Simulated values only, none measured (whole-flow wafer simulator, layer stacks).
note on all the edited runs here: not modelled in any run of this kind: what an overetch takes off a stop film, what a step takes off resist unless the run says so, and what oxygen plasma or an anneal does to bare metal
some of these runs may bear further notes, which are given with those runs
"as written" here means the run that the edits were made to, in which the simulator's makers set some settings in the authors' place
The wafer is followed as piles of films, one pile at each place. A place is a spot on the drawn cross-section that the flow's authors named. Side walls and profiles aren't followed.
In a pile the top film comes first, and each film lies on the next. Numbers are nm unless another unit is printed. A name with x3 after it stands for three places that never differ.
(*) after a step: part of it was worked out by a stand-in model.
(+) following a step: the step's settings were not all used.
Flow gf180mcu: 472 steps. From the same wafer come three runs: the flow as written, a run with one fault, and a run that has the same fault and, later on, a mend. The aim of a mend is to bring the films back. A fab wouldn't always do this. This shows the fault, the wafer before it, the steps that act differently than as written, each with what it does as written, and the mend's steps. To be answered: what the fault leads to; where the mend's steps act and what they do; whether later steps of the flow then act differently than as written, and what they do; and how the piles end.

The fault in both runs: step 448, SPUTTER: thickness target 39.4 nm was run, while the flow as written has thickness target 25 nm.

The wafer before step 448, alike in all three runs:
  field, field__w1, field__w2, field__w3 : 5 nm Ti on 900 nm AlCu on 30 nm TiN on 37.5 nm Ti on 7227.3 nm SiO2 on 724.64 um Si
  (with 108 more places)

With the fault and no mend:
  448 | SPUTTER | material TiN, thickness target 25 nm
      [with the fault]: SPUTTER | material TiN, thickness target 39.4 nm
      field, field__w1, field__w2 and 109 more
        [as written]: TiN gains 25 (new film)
        [with the fault]: TiN gains 39.4 (new film)
  Steps later in the flow that act otherwise than as written (4 more steps, not shown, differ only slightly: by at most 2% or 0.5 nm, whichever is larger):
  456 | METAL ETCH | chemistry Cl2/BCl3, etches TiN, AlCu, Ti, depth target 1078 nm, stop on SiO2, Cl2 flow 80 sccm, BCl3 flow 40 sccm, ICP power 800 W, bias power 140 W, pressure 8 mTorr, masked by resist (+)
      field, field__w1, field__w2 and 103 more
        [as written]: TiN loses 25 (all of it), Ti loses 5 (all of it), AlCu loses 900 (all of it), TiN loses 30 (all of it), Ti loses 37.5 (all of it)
        [with the fault]: TiN loses 39.4 (all of it), Ti loses 5 (all of it), AlCu loses 900 (all of it), TiN loses 30 (all of it), Ti loses 37.5 (all of it)
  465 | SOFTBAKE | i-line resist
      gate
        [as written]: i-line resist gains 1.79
        [with the fault]: i-line resist loses 0.23
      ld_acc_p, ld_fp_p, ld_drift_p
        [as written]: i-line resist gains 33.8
        [with the fault]: i-line resist gains 27.5
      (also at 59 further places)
  The piles end different from the flow's at field__w8, contact, m1, m1__w1, pad, m1_nw by more than 2% or 0.5 nm, whichever is larger.
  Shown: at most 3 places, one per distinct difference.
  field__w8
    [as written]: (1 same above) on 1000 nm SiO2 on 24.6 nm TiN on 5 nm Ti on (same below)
    [with the fault]: (1 same above) on 1000 nm SiO2 on 39 nm TiN on 5 nm Ti on (same below)
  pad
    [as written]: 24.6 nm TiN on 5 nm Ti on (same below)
    [with the fault]: 39 nm TiN on 5 nm Ti on (same below)

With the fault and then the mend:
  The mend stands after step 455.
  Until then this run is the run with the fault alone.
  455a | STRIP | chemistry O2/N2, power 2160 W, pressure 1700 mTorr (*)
      field__w8, contact, m1, m1__w1, pad, m1_nw
        resist loses 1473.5 (all of it)
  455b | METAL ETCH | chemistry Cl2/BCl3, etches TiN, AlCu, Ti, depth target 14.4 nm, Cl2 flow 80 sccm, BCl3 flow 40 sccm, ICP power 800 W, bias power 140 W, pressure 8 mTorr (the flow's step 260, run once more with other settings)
      field, field__w1, field__w2 and 109 more
        TiN loses 14.4
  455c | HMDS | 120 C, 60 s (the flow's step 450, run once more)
      does not change any film at any place that is followed
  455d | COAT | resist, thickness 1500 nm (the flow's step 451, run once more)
      field, field__w1, field__w2 and 109 more
        resist gains 1500 (new film)
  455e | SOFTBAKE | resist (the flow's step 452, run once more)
      does not change any film at any place that is followed
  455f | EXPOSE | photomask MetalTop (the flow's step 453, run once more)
      does not change any film at any place that is followed
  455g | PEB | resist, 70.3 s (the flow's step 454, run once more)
      field, field__w1, field__w2 and 109 more
        resist loses 26.5
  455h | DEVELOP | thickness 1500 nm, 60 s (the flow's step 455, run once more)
      field, field__w1, field__w2 and 103 more
        resist loses 1473.5 (all of it)
  Later steps of the flow that are run all act as written at every place that is followed.
  By the end, the piles equal the flow's at every place that both follow.
